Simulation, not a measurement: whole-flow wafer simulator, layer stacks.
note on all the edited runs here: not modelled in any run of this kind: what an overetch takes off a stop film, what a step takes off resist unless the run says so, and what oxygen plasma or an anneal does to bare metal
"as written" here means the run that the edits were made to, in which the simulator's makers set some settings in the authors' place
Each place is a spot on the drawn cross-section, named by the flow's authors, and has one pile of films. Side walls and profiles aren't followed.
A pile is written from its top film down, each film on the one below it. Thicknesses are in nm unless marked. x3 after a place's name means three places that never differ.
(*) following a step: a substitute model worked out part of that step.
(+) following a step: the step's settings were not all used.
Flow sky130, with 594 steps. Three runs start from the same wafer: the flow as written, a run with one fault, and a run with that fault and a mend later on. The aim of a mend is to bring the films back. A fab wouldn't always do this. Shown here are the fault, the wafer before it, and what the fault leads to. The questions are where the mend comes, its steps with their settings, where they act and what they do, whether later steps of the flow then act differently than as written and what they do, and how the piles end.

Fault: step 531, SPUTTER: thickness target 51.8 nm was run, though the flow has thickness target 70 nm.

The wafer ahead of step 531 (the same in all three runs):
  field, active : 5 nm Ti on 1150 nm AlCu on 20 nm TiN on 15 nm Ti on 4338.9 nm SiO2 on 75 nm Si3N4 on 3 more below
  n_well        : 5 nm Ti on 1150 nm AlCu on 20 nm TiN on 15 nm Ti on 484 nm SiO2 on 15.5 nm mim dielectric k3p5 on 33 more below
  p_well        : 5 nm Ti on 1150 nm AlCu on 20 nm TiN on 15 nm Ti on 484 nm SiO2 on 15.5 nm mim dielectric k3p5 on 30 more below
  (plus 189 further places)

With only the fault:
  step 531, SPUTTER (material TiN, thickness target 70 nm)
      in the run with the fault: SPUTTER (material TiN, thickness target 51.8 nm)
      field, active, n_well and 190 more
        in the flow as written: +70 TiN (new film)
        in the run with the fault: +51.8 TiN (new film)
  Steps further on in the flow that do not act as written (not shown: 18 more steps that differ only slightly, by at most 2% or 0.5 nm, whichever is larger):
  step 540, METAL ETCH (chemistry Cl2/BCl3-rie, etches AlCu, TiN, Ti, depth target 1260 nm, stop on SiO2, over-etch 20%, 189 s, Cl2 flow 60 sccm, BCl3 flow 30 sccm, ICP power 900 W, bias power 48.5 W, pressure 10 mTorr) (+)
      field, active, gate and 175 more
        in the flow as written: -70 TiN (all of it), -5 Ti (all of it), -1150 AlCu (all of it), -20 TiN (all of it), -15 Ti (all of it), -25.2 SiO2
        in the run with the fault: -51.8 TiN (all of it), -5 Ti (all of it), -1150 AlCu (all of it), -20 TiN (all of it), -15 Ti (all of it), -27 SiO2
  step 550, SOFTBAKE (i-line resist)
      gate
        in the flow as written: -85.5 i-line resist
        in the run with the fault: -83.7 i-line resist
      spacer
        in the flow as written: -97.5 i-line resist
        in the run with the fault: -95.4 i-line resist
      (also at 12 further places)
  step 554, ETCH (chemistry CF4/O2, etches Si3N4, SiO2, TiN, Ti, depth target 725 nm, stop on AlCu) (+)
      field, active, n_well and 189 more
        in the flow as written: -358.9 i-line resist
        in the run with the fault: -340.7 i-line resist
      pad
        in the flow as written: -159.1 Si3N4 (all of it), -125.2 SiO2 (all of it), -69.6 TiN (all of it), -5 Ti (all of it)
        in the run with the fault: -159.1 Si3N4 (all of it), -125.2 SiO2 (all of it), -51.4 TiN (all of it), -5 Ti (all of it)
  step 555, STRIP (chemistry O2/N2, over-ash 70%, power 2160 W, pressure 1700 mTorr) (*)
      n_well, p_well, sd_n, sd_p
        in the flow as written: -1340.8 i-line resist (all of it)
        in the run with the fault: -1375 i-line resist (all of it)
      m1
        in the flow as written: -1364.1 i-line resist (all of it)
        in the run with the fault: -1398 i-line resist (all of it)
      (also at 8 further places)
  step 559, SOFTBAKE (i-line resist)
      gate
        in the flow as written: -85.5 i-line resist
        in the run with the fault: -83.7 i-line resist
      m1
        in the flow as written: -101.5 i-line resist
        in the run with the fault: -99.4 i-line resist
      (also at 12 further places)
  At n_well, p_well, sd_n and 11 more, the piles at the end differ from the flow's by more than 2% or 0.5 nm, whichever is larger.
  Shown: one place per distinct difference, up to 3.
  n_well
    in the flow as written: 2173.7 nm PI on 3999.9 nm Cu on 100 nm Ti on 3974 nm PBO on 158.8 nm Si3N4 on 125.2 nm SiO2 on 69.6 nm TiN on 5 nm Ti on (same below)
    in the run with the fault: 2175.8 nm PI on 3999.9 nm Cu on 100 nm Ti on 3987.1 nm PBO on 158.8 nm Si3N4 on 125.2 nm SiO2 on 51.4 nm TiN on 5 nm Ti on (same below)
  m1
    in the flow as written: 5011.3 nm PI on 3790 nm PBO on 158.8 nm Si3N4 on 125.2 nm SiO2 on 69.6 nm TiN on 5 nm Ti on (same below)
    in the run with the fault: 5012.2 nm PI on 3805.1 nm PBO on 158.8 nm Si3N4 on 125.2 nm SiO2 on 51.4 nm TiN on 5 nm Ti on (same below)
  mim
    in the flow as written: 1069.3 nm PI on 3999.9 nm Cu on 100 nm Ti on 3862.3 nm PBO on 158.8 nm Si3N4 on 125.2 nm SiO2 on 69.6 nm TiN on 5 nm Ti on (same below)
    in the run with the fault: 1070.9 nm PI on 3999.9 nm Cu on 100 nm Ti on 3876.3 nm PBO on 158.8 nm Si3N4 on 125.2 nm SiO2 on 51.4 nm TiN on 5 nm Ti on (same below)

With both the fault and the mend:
  After step 538 comes the mend.
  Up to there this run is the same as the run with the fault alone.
  step 538a, STRIP (chemistry O2/N2, power 2160 W, pressure 1700 mTorr) (*)
      n_well, p_well, sd_n and 9 more
        -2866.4 resist (all of it)
      m1, via4_hole
        -2868.5 resist (all of it)
      via4_enc
        -2866.3 resist (all of it)
  step 538b, SPUTTER (material TiN, thickness target 18.2 nm) (a further turn of the flow's step 531, with different settings)
      field, active, n_well and 190 more
        +18.2 TiN
  step 538c, HMDS (120 C, 60 s) (a further turn of the flow's step 533)
      alters no film at any place that is followed
  step 538d, COAT (resist, thickness 2930 nm) (a further turn of the flow's step 534)
      n_well, p_well, gate_hv and 172 more
        +2930 resist (new film)
      field, active, gate and 13 more
        +2929.9 resist (new film)
      m1, via4_hole
        +2932.1 resist (new film)
  step 538e, SOFTBAKE (resist) (a further turn of the flow's step 535)
      field, active, gate, spacer, m1, sonos_cell, sonos_guard, sonos_guard_hv
        +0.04 resist
      nwell_res
        +0.03 resist
      pplus_nw
        +0.02 resist
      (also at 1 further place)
  step 538f, EXPOSE (photomask MM5, dose 309.9 mJ/cm2, NA 0.6, wavelength 365 nm) (*) (a further turn of the flow's step 536)
      alters no film at any place that is followed
  step 538g, PEB (resist, 70.3 s) (a further turn of the flow's step 537)
      field, active, n_well and 188 more
        -63.6 resist
      m1, via4_hole
        -63.7 resist
  step 538h, DEVELOP (resist, thickness 2930 nm, developer TMAH-0.26N, 60 s) (a further turn of the flow's step 538)
      field, active, gate and 168 more
        -2866.4 resist (all of it)
      via1_hole, via1_enc, via2_hole, via2_enc, via3_hole, via3_enc, via_li1
        -2866.3 resist (all of it)
  None of the later steps of the flow acts differently than as written at any place that is followed.
  By the end, the piles equal the flow's at every place that both follow.
